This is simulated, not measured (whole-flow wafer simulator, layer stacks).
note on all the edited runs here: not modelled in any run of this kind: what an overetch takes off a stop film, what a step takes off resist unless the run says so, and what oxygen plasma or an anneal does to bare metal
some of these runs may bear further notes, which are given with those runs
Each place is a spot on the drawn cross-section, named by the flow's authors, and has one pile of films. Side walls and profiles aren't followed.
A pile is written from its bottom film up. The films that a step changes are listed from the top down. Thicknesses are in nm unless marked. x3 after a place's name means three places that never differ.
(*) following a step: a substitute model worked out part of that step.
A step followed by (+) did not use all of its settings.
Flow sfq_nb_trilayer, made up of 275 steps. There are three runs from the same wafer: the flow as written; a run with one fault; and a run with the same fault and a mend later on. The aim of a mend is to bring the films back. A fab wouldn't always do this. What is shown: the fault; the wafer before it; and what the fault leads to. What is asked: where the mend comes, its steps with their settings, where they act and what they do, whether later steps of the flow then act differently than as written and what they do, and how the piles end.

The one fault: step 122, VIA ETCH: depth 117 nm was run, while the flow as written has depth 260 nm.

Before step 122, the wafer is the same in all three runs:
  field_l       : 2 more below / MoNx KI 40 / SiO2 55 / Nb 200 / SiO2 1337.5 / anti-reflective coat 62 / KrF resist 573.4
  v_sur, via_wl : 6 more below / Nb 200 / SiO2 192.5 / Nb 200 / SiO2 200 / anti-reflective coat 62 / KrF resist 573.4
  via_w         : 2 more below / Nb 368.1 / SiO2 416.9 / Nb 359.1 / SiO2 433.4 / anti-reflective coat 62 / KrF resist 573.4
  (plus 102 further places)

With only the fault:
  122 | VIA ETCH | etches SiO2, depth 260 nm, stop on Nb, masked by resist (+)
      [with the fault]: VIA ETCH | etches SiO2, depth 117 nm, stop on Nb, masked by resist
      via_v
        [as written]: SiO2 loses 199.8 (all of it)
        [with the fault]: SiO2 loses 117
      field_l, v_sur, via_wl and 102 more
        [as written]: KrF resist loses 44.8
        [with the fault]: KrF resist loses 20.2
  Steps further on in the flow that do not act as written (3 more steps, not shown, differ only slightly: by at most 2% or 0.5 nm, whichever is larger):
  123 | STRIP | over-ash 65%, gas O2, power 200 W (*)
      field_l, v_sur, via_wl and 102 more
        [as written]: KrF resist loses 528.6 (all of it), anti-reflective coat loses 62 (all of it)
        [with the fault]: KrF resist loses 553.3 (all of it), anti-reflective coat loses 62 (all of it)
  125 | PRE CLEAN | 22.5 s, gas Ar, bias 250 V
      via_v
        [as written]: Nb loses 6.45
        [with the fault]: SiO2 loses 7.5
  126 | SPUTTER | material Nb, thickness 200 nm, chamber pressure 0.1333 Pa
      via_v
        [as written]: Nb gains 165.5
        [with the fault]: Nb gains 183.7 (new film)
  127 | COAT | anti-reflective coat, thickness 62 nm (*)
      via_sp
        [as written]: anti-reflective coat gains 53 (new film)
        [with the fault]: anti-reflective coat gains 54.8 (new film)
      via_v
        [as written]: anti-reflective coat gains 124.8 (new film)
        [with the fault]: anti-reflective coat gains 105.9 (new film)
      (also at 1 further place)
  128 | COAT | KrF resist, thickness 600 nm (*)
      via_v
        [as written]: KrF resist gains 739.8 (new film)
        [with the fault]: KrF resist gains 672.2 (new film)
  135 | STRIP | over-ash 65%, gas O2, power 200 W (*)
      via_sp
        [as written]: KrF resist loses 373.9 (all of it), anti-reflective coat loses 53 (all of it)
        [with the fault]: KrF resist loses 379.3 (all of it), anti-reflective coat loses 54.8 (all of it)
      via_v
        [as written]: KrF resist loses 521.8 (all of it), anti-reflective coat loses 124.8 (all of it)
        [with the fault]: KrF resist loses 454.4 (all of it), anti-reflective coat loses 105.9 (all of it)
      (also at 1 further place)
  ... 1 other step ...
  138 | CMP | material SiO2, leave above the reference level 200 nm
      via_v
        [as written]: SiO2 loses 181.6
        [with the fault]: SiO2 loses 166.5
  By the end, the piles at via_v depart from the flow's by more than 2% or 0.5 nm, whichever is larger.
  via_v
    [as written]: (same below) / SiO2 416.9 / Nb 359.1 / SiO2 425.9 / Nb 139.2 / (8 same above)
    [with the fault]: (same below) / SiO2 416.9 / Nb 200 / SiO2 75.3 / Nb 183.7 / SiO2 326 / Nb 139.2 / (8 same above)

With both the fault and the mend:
  The mend stands after step 122.
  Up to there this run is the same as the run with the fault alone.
  122a | VIA ETCH | etches SiO2, depth 143 nm, stop on Nb, masked by resist (+) (a further turn of the flow's step 122, with different settings)
      field_l, v_sur, via_wl and 102 more
        KrF resist loses 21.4
      via_v
        SiO2 loses 82.8 (all of it)
  Every later step of the flow that is run acts as written, at every place that is followed, to within 2% or 0.5 nm, whichever is larger.
  The piles end the same as the flow's at every place that both follow.
